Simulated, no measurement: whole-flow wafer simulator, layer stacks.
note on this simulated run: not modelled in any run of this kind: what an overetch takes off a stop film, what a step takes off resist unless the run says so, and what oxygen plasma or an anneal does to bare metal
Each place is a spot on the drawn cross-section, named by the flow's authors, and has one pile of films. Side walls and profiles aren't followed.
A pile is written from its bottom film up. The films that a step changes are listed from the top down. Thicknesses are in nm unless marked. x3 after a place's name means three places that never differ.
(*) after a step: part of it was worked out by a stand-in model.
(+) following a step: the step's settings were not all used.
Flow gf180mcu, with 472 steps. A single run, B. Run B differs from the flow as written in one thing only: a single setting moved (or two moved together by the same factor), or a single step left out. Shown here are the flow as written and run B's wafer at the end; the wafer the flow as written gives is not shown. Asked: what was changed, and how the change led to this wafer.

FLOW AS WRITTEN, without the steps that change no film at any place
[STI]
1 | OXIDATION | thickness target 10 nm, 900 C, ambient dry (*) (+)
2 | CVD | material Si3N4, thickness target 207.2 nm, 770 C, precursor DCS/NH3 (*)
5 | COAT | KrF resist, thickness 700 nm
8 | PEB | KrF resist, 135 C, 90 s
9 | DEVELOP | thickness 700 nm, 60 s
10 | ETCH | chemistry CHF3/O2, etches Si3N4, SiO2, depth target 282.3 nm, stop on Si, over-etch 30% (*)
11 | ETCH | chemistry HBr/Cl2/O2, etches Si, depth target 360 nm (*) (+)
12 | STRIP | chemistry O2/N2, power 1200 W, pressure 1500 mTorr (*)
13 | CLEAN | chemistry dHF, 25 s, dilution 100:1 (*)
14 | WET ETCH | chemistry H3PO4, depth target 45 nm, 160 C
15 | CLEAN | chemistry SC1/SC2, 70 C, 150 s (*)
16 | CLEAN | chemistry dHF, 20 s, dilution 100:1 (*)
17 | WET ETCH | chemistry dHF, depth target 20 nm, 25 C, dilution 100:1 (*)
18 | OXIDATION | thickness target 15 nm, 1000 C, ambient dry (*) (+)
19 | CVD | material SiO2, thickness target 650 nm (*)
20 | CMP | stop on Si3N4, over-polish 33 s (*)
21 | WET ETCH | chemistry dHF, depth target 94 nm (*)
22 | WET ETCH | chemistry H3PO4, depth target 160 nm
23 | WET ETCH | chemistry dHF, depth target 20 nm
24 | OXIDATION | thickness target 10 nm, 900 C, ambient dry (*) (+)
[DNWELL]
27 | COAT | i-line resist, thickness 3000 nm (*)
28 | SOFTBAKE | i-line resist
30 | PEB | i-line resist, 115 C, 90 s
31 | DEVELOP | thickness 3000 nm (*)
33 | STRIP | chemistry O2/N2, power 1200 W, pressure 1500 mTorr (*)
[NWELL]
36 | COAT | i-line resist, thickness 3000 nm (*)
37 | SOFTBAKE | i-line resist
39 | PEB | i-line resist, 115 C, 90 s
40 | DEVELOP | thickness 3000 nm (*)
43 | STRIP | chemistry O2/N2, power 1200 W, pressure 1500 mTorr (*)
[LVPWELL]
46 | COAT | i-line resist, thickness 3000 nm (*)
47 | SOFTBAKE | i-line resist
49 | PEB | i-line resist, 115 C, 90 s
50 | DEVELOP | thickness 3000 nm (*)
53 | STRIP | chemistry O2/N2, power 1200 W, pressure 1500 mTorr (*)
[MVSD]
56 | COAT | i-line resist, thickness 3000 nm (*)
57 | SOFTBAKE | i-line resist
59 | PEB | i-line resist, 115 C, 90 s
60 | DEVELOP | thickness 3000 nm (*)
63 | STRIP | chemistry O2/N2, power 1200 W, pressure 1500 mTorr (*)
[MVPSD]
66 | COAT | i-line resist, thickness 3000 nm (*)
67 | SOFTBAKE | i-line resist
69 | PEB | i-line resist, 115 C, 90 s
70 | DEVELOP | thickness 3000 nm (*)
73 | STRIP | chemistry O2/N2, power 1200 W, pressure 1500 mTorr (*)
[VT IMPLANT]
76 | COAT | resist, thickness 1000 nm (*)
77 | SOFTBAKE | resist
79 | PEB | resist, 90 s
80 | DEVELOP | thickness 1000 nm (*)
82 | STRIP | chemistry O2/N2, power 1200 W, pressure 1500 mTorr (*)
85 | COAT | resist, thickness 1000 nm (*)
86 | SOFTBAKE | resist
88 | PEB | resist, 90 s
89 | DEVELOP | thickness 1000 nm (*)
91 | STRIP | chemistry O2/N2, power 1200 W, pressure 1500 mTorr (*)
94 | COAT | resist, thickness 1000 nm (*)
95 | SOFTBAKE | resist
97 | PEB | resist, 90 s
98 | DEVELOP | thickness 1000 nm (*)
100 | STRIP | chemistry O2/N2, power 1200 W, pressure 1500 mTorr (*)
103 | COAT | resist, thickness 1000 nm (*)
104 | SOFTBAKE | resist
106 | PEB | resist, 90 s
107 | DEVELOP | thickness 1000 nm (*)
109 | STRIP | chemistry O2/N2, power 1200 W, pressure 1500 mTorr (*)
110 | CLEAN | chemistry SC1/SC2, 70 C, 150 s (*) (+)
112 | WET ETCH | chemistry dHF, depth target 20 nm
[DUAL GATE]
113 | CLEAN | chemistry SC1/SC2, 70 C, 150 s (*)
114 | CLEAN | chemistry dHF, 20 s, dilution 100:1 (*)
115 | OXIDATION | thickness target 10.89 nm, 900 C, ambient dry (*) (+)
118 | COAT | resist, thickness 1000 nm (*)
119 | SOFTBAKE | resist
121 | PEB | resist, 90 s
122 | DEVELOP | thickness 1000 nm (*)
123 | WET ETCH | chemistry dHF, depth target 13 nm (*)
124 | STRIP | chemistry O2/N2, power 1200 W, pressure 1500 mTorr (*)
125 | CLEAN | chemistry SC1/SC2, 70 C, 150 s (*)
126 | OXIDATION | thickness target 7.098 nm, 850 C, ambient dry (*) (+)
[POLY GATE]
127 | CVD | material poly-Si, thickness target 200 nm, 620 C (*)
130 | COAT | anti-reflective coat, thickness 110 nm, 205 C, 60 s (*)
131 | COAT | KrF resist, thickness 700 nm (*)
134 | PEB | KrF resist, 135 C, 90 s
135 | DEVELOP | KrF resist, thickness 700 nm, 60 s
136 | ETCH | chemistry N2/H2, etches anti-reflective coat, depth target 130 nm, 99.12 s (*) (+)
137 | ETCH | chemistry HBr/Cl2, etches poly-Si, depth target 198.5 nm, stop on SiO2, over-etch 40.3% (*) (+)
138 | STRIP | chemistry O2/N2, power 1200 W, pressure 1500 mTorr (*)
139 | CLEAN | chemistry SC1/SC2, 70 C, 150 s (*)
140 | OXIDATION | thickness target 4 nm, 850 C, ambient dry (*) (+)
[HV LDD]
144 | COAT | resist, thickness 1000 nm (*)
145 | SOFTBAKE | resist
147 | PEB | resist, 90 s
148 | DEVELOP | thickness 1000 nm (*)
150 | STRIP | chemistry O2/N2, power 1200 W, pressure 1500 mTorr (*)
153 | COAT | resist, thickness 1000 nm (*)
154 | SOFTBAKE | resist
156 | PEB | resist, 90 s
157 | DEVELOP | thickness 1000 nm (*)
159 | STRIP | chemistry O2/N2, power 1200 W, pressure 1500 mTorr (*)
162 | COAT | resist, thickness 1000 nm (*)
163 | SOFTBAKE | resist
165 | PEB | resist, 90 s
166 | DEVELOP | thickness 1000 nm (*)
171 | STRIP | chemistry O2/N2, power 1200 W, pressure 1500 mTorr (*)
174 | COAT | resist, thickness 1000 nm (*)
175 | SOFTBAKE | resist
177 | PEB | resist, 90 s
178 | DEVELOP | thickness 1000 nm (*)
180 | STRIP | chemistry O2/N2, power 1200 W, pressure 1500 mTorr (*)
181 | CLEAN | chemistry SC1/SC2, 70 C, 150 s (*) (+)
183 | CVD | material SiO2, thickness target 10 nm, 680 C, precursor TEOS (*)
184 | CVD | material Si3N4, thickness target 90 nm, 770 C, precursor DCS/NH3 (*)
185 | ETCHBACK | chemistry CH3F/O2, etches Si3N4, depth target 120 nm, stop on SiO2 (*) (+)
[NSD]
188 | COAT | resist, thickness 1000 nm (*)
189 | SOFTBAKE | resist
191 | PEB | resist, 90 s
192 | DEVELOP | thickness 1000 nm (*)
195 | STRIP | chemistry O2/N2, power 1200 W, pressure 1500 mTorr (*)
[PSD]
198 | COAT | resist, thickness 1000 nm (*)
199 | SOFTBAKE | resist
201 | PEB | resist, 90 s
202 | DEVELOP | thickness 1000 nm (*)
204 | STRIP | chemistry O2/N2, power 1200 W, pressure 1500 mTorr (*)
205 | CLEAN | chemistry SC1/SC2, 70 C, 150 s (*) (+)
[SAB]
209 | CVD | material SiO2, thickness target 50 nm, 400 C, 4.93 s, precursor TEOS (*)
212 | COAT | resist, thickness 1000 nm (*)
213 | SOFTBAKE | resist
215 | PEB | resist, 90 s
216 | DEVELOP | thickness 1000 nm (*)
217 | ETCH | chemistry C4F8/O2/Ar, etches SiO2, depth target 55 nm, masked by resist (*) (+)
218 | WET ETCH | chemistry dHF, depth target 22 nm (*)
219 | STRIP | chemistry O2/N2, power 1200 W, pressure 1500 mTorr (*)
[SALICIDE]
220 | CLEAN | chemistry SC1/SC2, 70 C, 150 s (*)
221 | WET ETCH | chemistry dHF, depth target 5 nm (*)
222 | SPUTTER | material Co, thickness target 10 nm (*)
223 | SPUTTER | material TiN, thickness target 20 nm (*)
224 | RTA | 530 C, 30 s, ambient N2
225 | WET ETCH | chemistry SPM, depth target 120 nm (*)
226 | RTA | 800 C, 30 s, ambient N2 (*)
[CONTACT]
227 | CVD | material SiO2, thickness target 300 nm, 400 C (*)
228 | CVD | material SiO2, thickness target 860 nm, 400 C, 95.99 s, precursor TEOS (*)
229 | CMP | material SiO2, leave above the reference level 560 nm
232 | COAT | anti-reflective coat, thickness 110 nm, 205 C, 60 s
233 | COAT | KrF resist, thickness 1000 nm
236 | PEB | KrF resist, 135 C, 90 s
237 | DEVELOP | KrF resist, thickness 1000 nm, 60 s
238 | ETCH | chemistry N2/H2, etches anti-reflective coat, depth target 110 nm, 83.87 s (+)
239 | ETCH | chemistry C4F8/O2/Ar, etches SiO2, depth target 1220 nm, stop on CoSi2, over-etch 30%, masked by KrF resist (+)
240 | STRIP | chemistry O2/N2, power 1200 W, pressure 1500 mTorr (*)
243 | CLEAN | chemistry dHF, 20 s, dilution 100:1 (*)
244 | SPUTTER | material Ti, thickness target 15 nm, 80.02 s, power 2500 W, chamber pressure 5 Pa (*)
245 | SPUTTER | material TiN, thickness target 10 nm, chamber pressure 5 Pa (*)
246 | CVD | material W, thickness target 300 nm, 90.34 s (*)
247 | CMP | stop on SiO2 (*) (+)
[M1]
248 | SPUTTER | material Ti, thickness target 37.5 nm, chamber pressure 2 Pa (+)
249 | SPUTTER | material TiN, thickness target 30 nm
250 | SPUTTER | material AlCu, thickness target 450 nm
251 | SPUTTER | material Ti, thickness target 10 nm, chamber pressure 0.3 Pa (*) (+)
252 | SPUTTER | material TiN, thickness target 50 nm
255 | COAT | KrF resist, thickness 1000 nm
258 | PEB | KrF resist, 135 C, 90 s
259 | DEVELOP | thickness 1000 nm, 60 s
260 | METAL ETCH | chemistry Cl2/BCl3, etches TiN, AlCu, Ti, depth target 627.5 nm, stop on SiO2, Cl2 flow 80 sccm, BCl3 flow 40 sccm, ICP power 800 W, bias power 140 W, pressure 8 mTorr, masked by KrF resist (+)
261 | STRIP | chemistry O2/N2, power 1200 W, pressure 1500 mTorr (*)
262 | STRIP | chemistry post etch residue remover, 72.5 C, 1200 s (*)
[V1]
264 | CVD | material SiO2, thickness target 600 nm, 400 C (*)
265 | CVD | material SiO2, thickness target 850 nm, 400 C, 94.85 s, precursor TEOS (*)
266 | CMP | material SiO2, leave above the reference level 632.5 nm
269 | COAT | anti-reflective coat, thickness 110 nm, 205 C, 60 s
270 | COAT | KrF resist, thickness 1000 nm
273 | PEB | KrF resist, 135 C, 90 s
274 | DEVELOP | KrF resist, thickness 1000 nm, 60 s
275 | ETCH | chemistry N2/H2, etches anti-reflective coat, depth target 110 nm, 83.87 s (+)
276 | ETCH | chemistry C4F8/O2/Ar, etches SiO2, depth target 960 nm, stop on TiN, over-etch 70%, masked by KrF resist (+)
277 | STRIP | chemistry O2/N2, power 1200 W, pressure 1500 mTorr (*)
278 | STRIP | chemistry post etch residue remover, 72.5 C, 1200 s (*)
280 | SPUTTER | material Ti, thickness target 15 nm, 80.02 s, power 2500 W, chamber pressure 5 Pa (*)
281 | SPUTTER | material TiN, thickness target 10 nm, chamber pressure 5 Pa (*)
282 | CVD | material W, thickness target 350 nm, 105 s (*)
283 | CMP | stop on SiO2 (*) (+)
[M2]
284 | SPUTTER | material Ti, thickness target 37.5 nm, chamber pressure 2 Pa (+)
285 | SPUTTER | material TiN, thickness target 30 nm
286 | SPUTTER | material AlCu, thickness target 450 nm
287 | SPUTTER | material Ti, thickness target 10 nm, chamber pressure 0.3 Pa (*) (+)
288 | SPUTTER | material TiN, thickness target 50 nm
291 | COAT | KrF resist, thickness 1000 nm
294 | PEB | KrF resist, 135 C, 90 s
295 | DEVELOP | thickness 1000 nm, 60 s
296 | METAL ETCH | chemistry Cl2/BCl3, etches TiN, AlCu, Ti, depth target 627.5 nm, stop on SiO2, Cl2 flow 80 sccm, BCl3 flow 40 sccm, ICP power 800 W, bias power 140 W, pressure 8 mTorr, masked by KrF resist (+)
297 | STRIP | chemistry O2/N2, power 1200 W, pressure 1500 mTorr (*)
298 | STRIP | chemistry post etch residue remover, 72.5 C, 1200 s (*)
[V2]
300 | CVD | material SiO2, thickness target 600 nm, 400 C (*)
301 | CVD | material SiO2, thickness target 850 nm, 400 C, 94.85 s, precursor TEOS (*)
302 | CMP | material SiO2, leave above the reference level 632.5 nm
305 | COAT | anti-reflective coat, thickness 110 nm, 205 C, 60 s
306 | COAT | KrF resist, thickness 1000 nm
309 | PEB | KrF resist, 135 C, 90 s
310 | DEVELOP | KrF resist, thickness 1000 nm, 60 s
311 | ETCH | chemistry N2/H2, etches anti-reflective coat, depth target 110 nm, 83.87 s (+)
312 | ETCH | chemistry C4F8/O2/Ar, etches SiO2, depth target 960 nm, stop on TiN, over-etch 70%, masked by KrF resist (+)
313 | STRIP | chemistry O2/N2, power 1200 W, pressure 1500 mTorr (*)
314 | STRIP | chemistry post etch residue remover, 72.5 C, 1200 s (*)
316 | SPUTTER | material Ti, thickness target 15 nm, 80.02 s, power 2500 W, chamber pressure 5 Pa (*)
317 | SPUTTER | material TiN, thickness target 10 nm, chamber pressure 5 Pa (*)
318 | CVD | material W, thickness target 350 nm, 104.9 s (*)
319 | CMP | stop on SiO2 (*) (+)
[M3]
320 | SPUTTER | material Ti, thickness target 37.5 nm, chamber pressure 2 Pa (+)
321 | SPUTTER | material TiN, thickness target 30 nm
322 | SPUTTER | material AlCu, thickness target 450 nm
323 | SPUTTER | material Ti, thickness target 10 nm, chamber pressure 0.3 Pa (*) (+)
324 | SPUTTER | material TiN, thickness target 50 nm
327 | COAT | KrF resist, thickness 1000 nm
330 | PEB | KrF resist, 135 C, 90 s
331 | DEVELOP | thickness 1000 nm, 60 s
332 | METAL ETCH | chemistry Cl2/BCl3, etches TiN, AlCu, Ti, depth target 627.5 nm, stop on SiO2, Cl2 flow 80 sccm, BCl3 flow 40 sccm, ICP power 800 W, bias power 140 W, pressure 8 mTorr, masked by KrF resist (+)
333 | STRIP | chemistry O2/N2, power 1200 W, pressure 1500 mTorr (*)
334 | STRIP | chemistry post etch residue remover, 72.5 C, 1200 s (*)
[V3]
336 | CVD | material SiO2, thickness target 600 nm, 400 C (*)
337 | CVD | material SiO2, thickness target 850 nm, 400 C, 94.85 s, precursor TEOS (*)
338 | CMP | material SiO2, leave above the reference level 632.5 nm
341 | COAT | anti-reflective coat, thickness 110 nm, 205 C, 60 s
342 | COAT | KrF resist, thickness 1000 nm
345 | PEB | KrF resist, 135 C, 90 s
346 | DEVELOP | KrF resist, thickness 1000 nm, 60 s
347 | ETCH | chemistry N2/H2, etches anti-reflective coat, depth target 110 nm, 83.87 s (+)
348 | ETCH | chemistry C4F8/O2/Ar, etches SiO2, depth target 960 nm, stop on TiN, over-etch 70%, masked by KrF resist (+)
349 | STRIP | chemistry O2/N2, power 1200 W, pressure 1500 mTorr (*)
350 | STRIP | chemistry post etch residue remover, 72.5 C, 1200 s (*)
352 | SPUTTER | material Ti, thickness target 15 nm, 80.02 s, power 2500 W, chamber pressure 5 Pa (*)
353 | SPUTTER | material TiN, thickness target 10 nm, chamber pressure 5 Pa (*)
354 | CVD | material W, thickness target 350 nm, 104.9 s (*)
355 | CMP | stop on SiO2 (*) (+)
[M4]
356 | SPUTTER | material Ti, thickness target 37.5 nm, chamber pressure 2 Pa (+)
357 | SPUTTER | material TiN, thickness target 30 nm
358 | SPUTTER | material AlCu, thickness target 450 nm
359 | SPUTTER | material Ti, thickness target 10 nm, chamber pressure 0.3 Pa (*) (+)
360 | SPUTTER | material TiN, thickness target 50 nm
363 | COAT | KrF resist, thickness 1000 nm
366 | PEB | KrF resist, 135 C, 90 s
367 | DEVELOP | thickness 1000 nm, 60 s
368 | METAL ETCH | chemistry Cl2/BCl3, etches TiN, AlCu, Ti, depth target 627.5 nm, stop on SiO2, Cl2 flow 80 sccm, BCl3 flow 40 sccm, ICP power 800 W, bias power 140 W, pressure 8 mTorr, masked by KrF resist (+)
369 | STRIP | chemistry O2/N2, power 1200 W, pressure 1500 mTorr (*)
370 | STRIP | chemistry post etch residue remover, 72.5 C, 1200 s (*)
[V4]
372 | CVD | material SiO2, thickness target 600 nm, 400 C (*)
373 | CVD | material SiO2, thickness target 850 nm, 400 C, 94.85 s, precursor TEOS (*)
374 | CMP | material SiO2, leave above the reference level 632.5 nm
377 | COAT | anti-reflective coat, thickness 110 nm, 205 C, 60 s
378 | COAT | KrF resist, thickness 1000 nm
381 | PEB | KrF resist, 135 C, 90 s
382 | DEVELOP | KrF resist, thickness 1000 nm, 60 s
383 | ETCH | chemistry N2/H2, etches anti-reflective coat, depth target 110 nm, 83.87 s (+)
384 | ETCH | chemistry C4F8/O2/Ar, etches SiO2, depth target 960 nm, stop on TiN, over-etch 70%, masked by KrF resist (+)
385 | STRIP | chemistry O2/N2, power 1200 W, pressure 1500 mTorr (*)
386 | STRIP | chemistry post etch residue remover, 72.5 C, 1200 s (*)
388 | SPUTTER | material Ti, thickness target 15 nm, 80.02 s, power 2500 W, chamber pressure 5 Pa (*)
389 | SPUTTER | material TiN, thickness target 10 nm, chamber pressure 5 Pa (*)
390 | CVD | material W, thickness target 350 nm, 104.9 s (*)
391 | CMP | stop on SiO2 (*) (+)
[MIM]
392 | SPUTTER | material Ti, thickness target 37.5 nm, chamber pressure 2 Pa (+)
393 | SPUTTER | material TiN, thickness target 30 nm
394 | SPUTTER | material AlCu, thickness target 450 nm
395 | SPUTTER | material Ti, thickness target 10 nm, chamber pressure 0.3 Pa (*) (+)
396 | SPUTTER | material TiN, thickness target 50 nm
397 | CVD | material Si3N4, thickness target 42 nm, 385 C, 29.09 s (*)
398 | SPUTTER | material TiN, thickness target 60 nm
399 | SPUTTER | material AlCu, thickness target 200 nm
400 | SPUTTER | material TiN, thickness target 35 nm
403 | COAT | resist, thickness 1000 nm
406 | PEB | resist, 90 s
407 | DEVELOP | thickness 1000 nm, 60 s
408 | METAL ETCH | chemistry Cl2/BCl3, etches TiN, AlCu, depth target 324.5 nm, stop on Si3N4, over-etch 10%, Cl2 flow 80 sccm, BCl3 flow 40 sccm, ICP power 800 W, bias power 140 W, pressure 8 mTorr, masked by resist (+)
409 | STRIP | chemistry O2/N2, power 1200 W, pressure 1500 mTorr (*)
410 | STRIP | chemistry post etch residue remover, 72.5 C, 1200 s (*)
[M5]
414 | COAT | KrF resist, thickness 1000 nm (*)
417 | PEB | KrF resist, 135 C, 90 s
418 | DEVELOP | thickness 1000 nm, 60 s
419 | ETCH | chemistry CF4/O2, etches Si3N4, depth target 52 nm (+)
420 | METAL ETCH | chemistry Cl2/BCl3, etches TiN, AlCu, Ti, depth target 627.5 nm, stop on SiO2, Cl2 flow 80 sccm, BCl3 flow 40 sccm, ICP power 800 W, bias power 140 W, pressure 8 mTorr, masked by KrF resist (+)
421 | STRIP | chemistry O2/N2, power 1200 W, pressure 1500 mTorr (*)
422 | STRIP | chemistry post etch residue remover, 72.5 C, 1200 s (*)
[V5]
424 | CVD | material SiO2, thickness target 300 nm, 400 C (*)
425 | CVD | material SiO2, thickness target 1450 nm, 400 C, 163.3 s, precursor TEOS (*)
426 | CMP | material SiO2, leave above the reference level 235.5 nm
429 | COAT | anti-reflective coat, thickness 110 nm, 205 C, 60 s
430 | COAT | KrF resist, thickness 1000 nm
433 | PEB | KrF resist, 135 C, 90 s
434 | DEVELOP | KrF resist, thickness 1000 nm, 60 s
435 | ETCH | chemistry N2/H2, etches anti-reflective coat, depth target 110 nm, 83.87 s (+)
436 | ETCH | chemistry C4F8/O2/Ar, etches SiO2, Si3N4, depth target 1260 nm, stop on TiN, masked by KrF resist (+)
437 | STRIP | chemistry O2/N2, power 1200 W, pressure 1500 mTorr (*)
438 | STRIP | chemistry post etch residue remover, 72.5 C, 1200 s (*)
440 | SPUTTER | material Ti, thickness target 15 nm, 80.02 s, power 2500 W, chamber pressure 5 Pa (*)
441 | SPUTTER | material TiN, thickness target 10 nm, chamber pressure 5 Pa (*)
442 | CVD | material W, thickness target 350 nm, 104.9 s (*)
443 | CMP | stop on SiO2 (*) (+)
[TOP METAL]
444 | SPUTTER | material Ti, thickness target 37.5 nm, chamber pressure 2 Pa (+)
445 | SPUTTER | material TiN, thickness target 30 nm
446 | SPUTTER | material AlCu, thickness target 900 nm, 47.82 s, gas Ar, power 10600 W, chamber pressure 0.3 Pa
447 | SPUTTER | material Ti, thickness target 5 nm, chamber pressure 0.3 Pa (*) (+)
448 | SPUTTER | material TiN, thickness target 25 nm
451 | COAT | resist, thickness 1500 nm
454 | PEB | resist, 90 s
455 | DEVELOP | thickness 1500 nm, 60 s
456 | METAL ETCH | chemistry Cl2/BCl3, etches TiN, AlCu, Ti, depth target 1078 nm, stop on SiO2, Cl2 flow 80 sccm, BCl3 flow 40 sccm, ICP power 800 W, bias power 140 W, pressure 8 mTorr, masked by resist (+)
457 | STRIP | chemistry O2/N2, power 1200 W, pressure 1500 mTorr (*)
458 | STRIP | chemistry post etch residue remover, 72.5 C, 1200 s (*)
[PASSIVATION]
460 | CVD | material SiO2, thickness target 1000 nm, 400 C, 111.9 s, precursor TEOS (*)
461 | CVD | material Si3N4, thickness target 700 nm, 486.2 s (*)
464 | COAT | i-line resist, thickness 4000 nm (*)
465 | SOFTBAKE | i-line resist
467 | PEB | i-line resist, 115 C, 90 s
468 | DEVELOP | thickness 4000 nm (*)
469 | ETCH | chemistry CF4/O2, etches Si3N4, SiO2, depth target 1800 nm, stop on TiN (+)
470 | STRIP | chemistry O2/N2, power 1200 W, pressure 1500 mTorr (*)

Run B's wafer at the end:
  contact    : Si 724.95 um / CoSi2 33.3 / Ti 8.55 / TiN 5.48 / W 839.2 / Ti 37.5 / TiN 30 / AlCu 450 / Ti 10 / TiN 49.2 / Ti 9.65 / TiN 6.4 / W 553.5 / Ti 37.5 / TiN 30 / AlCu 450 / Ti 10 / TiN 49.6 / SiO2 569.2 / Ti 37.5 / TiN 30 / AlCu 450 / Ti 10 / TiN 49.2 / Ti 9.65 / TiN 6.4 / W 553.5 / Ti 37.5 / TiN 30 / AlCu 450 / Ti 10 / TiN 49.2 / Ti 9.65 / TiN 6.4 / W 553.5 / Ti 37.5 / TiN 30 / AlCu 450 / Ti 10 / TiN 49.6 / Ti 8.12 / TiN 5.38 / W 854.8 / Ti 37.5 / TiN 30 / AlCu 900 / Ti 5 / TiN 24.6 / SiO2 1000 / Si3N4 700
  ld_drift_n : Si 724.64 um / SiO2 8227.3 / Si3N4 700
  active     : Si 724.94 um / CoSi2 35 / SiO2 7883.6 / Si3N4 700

The reason: step 312, ETCH: chemistry C4F8/O2/Ar, etches SiO2, depth target 960 nm, stop on TiN, over-etch 70%, masked by KrF resist (+), was omitted.

How this came from the change, step by step:
  313 | STRIP | chemistry O2/N2, power 1200 W, pressure 1500 mTorr (*)
      field, field__w1, field__w2 and 107 more: KrF resist loses 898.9 (all of it), anti-reflective coat loses 110 (all of it) (it would be, as written: KrF resist loses 706.9 (all of it), anti-reflective coat loses 110 (all of it))
  316 | SPUTTER | material Ti, thickness target 15 nm, 80.02 s, power 2500 W, chamber pressure 5 Pa (*)
      contact: Ti gains 15 (new film) (it would be, as written: Ti gains 9.65 (new film))
  317 | SPUTTER | material TiN, thickness target 10 nm, chamber pressure 5 Pa (*)
      contact: TiN gains 10 (new film) (it would be, as written: TiN gains 6.4 (new film))
  318 | CVD | material W, thickness target 350 nm, 104.9 s (*)
      contact: W gains 350 (new film) (it would be, as written: W gains 932.3 (new film))
  319 | CMP | stop on SiO2 (*) (+)
      contact: W loses 350 (all of it), TiN loses 10 (all of it), Ti loses 15 (all of it), SiO2 loses 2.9 (it would be, as written: W loses 378.8)
Taking metal films that touch as one body, contact has 2 bodies (between them, from the top down: SiO2 569.2); the flow as written gives 1 body.
